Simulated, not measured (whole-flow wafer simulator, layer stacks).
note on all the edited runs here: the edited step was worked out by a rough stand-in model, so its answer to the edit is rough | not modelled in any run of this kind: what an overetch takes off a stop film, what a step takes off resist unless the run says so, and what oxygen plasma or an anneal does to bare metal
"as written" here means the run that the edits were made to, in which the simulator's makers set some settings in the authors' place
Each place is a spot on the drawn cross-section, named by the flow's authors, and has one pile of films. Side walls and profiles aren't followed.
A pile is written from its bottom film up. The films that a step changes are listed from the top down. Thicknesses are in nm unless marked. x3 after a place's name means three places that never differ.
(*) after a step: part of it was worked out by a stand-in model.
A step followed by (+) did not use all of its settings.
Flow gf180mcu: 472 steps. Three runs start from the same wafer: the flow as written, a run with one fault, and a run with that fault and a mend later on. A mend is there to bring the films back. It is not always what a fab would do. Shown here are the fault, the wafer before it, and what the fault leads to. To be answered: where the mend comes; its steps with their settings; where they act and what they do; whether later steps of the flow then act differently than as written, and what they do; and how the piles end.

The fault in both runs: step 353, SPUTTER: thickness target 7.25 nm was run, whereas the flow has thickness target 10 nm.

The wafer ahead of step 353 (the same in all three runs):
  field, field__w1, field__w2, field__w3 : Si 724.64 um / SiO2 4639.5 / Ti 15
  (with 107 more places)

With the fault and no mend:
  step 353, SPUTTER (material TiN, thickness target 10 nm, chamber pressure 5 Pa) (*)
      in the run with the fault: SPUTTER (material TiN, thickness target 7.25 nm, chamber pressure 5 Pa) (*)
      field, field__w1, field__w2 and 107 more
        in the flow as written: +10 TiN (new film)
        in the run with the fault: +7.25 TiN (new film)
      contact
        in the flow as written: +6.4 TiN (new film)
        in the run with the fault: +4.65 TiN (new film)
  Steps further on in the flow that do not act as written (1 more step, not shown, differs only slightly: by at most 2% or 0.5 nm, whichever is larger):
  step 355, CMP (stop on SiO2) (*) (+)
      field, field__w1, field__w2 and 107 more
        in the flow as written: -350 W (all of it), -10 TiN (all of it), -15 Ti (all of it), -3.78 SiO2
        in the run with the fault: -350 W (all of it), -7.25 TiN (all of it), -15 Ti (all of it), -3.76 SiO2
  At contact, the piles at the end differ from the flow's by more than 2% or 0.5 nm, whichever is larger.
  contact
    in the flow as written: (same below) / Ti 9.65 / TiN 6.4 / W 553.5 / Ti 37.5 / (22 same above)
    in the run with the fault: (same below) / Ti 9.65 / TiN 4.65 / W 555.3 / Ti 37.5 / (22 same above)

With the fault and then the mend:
  The mend stands after step 353.
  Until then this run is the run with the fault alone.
  step 353a, SPUTTER (material TiN, thickness target 2.75 nm, chamber pressure 5 Pa) (*) (the flow's step 353, run once more with other settings)
      field, field__w1, field__w2 and 107 more
        +2.75 TiN
      contact
        +1.76 TiN
  Every later step of the flow that is run acts as written at every place that is followed.
  The piles end the same as the flow's at every place that both follow.
